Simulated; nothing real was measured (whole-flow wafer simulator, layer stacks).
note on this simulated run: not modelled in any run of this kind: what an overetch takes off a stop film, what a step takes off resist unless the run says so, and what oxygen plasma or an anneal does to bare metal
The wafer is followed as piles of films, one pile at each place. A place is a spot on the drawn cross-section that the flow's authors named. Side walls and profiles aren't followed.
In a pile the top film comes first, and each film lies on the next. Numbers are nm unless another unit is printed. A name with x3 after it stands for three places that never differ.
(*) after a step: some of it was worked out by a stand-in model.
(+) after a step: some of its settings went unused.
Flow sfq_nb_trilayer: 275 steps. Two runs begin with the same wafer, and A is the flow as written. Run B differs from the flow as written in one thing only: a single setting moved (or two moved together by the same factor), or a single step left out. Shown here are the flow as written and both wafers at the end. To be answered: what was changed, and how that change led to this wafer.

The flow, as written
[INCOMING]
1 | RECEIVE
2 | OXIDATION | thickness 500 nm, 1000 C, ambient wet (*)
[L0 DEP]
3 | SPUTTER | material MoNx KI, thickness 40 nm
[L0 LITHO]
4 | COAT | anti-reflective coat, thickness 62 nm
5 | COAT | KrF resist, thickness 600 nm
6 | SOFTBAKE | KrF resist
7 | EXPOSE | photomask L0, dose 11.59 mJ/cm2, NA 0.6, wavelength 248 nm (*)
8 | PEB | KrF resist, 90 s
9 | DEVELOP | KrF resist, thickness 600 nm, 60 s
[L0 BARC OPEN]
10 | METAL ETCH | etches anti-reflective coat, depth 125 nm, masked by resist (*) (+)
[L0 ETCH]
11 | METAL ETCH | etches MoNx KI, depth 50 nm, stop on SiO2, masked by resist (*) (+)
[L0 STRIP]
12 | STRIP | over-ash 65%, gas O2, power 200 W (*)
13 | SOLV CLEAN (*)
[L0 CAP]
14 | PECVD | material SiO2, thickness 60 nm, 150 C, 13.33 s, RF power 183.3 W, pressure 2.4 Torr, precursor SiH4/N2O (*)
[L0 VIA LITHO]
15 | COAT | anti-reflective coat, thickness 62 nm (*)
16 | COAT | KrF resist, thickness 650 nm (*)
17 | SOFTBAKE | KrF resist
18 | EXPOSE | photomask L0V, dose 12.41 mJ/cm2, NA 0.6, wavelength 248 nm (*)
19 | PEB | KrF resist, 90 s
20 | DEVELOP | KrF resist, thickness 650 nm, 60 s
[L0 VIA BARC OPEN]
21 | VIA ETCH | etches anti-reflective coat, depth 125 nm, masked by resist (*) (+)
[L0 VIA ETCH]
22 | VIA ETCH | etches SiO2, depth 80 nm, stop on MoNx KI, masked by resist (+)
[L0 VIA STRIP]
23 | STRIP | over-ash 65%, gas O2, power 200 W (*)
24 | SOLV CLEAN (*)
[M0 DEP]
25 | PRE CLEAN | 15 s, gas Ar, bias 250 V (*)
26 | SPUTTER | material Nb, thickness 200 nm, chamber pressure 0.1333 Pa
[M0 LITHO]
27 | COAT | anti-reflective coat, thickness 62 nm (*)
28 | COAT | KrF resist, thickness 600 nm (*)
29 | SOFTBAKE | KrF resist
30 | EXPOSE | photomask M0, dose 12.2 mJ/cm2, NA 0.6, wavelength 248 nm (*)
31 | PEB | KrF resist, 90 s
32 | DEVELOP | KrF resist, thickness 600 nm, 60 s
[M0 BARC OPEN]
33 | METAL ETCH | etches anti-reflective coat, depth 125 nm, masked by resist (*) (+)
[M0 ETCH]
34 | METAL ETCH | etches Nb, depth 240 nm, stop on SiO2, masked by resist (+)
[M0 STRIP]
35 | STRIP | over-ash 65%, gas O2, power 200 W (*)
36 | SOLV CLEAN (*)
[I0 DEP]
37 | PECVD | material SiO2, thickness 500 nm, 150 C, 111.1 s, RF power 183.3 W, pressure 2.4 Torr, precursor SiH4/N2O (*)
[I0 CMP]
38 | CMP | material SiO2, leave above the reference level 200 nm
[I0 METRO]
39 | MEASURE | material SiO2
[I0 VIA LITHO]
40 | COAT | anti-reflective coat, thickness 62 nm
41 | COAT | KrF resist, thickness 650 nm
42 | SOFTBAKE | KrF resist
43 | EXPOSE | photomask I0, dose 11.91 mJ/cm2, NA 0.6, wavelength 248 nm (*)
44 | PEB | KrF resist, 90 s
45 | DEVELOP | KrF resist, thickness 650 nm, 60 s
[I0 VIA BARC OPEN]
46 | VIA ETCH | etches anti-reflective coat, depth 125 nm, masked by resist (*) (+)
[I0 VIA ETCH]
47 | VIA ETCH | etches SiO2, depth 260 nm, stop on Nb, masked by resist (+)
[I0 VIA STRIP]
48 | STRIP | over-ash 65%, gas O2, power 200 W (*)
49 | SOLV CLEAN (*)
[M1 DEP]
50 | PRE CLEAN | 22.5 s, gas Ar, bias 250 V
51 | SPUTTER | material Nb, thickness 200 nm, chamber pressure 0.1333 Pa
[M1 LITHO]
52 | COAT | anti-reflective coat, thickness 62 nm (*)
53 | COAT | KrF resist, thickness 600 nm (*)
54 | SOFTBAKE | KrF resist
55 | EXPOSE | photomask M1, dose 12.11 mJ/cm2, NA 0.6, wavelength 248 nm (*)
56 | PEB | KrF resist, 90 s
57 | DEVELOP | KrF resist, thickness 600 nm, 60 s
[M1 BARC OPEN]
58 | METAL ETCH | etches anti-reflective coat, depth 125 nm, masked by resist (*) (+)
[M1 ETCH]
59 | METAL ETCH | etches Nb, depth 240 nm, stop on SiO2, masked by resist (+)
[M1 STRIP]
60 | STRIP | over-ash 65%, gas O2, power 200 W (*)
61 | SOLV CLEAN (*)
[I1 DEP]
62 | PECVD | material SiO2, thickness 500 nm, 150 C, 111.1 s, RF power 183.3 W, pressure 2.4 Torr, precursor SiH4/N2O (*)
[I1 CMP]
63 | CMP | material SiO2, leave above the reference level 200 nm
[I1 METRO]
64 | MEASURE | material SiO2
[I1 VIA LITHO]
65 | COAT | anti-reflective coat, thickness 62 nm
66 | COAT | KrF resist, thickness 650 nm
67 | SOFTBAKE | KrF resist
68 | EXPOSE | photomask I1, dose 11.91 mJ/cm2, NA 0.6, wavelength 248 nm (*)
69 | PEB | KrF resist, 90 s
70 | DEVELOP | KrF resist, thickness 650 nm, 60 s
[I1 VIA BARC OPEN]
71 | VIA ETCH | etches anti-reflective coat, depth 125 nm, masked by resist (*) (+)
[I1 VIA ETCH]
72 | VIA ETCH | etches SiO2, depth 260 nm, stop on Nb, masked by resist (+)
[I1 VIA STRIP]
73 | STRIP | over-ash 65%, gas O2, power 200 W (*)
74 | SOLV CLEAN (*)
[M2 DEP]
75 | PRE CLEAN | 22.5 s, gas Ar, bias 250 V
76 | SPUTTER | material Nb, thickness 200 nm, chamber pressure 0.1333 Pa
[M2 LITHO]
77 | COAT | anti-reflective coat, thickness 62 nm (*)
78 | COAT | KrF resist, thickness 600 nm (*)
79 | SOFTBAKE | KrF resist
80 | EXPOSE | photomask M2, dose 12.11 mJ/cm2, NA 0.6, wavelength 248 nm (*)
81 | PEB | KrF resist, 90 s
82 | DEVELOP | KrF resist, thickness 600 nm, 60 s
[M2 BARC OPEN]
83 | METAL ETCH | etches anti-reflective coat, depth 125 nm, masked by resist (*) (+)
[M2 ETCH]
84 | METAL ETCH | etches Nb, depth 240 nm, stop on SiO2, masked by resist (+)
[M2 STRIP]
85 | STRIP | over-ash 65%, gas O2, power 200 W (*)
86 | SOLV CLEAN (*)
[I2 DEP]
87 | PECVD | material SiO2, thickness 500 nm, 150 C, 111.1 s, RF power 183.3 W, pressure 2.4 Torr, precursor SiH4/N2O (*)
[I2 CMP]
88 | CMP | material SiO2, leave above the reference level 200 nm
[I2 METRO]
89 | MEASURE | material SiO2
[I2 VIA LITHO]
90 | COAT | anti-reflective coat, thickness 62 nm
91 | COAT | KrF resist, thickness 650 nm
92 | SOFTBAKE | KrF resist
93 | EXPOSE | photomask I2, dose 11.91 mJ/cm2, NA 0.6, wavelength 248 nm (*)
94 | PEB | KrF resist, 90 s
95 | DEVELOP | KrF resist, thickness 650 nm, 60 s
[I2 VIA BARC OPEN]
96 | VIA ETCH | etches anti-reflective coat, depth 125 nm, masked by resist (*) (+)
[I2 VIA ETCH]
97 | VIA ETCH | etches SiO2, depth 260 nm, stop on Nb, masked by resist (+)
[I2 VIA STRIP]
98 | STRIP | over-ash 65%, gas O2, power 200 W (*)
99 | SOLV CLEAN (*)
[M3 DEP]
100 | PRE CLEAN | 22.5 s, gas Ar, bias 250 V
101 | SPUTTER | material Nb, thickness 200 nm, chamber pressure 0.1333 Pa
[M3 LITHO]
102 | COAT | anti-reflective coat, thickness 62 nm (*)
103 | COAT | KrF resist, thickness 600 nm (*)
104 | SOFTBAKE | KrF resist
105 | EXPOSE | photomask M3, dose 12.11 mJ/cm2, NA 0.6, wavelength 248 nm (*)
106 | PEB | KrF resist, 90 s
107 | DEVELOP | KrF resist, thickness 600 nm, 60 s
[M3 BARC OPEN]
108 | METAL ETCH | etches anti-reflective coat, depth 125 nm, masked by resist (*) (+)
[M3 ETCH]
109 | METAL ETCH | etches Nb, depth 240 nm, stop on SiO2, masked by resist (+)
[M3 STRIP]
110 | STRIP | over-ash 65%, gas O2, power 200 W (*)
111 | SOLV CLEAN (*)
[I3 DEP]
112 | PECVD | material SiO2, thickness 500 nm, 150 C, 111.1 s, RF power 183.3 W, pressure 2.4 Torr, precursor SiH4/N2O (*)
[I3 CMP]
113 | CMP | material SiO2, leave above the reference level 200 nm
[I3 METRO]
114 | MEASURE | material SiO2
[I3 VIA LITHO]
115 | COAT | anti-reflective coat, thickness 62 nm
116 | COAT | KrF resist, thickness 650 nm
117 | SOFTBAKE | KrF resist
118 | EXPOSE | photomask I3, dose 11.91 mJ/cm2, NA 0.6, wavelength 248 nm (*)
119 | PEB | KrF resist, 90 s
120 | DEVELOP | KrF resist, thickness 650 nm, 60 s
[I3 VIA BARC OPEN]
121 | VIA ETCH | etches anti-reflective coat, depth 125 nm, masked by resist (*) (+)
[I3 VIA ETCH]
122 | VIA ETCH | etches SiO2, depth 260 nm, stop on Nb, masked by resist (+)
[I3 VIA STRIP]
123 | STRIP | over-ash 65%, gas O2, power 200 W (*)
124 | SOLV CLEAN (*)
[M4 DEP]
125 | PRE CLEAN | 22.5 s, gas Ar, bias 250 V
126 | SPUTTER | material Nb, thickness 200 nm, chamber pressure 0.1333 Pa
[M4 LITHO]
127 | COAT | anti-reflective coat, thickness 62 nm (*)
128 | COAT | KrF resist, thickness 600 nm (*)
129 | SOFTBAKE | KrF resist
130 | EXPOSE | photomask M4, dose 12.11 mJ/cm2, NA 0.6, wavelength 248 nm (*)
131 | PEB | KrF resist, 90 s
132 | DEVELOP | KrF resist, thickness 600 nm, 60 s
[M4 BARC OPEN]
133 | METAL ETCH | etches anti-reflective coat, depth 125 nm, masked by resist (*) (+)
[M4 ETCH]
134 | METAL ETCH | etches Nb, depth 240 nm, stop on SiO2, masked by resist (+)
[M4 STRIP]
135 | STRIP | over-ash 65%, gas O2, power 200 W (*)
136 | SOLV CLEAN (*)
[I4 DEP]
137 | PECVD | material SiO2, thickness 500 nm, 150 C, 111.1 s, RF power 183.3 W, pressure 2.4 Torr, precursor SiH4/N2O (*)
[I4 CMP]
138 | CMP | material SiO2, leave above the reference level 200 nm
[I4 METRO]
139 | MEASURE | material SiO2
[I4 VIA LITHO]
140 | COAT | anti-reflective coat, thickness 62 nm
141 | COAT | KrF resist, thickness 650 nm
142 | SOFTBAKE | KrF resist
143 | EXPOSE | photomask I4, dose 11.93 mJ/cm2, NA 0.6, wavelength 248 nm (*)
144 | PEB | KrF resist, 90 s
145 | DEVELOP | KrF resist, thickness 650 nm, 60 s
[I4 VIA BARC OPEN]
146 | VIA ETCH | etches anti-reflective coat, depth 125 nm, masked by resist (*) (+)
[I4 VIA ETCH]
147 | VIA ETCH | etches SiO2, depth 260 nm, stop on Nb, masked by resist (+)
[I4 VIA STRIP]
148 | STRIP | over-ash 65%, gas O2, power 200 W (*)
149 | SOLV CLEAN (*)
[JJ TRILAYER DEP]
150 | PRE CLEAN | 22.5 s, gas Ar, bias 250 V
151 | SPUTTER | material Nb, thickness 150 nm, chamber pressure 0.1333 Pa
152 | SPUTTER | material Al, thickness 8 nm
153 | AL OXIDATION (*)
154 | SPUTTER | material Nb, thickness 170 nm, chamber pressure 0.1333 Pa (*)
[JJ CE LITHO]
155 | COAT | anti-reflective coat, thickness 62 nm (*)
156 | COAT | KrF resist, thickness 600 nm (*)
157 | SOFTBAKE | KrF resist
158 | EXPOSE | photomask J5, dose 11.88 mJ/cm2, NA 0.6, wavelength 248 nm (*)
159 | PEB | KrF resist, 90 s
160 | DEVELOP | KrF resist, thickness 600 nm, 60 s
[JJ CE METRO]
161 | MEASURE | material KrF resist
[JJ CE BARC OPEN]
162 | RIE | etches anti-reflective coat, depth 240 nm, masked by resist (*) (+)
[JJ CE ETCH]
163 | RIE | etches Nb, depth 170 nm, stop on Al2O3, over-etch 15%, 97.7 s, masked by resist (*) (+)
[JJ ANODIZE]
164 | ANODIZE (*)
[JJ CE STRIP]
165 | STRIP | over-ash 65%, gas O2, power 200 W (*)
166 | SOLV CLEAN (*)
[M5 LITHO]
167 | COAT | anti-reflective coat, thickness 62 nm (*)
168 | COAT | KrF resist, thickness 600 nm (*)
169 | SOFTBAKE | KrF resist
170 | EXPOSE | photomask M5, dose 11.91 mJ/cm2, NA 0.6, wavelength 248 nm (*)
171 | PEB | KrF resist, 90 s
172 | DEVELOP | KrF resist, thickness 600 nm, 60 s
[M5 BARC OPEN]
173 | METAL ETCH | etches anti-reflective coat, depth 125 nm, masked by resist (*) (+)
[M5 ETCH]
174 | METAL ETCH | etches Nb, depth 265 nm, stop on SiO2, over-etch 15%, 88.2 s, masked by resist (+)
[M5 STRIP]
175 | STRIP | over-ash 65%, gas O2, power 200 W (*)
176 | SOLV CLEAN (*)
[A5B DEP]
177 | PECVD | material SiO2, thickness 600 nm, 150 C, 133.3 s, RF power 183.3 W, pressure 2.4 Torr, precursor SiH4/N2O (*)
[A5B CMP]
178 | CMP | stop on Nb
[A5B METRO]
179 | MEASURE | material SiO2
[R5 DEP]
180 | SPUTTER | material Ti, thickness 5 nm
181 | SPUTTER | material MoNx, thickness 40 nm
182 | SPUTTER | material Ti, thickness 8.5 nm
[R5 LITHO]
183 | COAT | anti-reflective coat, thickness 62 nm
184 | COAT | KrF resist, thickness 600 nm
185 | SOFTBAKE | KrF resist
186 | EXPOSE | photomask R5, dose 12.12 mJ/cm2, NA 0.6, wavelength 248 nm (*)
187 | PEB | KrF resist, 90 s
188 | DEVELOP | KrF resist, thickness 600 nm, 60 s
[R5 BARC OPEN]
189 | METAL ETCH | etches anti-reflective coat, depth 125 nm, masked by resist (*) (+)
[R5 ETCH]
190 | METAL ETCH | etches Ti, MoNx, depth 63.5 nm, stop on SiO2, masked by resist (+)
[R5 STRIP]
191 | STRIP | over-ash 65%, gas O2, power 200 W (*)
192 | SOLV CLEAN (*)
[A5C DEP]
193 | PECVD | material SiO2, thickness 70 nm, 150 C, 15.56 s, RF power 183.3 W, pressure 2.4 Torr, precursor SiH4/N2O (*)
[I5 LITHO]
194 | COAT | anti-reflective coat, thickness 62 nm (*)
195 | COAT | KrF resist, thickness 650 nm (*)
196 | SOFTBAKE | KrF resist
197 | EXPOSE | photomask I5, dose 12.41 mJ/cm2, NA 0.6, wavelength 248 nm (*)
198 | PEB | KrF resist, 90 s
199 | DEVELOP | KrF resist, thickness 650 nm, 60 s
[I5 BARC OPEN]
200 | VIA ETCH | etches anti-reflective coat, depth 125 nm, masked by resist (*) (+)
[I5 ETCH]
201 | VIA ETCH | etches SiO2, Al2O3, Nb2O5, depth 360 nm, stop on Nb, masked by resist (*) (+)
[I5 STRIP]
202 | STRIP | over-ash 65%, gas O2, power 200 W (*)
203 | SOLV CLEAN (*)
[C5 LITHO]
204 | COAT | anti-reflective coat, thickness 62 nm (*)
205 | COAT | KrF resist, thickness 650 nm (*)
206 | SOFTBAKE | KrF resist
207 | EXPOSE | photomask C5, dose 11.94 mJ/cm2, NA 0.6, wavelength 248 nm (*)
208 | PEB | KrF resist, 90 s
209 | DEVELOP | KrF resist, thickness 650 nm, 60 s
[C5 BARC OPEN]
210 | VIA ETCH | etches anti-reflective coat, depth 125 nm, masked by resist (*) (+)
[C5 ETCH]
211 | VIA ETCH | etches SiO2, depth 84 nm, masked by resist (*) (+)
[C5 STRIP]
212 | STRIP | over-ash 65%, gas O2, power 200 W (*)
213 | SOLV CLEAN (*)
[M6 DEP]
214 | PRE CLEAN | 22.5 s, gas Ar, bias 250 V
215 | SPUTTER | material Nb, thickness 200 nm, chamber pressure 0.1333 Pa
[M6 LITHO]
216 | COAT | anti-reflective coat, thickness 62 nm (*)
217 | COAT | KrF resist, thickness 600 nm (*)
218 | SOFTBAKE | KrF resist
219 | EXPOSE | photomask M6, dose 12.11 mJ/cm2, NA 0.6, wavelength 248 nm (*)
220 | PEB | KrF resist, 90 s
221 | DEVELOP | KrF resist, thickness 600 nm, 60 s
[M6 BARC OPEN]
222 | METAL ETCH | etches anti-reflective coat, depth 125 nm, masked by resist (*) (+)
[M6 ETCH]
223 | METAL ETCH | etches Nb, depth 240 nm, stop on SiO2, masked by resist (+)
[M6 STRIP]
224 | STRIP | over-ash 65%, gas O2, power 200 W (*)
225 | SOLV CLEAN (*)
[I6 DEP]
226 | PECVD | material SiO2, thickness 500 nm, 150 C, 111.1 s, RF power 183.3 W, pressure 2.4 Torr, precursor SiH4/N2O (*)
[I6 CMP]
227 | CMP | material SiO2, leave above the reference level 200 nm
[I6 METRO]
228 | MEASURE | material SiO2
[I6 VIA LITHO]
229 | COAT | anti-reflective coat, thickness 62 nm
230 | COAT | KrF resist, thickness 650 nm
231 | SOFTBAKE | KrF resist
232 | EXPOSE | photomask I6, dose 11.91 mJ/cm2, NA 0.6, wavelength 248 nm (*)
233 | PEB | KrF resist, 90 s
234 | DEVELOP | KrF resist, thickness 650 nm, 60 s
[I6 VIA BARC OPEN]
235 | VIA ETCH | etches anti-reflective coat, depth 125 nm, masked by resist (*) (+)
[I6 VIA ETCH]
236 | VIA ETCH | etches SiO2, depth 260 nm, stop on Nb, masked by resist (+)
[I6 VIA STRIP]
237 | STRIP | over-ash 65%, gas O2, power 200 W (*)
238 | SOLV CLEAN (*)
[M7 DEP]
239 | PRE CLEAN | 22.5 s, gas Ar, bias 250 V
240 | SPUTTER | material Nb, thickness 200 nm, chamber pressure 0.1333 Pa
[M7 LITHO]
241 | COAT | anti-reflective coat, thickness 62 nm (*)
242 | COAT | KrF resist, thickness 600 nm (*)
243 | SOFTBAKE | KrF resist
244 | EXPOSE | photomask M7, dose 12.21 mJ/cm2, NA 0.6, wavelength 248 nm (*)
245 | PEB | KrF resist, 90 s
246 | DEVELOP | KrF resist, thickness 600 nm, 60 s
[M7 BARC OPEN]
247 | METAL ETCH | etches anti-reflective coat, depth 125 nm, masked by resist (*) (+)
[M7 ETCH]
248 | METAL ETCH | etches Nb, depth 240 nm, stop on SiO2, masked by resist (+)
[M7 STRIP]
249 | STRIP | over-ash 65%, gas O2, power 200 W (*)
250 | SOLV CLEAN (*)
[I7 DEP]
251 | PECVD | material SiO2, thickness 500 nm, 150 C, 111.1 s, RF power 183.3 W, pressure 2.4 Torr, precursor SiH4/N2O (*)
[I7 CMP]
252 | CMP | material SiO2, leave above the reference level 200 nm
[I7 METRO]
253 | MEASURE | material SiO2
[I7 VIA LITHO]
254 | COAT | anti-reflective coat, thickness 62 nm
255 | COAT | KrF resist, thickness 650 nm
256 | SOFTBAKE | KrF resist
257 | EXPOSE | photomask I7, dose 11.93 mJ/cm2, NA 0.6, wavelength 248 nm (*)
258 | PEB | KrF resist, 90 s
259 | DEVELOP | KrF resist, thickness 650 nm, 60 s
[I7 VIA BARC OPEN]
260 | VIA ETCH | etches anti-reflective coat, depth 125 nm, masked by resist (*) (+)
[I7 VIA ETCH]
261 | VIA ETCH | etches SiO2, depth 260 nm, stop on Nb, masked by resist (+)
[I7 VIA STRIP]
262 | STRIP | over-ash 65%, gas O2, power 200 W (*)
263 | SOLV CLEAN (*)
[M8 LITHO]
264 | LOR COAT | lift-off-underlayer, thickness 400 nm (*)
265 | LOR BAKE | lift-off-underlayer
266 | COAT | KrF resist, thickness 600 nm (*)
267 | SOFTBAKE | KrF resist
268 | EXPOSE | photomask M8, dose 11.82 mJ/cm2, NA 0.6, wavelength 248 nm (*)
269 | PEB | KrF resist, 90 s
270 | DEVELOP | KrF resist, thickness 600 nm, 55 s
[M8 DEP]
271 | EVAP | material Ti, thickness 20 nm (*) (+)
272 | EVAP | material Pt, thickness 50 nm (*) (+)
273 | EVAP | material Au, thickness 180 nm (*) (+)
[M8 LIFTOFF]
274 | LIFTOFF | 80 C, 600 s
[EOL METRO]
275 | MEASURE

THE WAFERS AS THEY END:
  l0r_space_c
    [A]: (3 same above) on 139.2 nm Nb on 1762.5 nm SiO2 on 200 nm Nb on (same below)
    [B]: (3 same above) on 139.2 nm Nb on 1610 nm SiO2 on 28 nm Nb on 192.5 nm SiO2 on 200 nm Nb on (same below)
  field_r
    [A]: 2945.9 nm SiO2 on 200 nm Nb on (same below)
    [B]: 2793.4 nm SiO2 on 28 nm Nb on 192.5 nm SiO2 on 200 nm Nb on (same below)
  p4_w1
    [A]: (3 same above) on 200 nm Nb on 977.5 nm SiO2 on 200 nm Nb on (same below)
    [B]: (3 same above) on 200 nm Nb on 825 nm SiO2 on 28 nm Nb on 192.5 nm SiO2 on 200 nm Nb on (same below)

Cause: step 51, SPUTTER: thickness 268 nm was run, whereas the flow has thickness 200 nm.

Step by step, how the change led to this:
  51 | SPUTTER | material Nb, thickness 200 nm, chamber pressure 0.1333 Pa
      field_l, v_sur, via_wl and 102 more: A Nb gains 200 (new film) | B Nb gains 268 (new film)
      via_w: A Nb gains 174.5 | B Nb gains 234.8
  52 | COAT | anti-reflective coat, thickness 62 nm (*)
      via_wr: A anti-reflective coat gains 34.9 (new film) | B anti-reflective coat gains 33.4 (new film)
  59 | METAL ETCH | etches Nb, depth 240 nm, stop on SiO2, masked by resist (+)
      field_l, be, be_sur and 79 more: A Nb loses 200 (all of it) | B Nb loses 240
  60 | STRIP | over-ash 65%, gas O2, power 200 W (*)
      via_wr: A KrF resist loses 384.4 (all of it), anti-reflective coat loses 34.9 (all of it) | B KrF resist loses 384.8 (all of it), anti-reflective coat loses 33.4 (all of it)
  62 | PECVD | material SiO2, thickness 500 nm, 150 C, 111.1 s, RF power 183.3 W, pressure 2.4 Torr, precursor SiH4/N2O (*)
      field_l, be, be_sur and 72 more: A SiO2 gains 500 | B SiO2 gains 500 (new film)
      lsp_m, ln_m6, lsp_r, l0_sur, l0v: A SiO2 gains 494.9 | B SiO2 gains 493.9 (new film)
      (as well as at 3 more places)
  63 | CMP | material SiO2, leave above the reference level 200 nm
      field_l, be, be_sur and 72 more: A SiO2 loses 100 | B SiO2 loses 60
      lsp_m, ln_m6, lsp_r, l0_sur, l0v: A SiO2 loses 94.9 | B SiO2 loses 53.9
      (as well as at 1 more place)
If metal films that touch count as one body, l0r_space_c has 3 bodies (between them, from the top down: SiO2 1610; SiO2 192.5); the flow as written gives 2 bodies (between them, from the top down: SiO2 1762.5).
If metal films that touch count as one body, field_r has 2 bodies (between them, from the top down: SiO2 192.5); the flow as written gives 1 body.
If metal films that touch count as one body, p4_w1 has 4 bodies (between them, from the top down: SiO2 192.5; SiO2 825; SiO2 192.5); the flow as written gives 3 bodies (between them, from the top down: SiO2 192.5; SiO2 977.5).
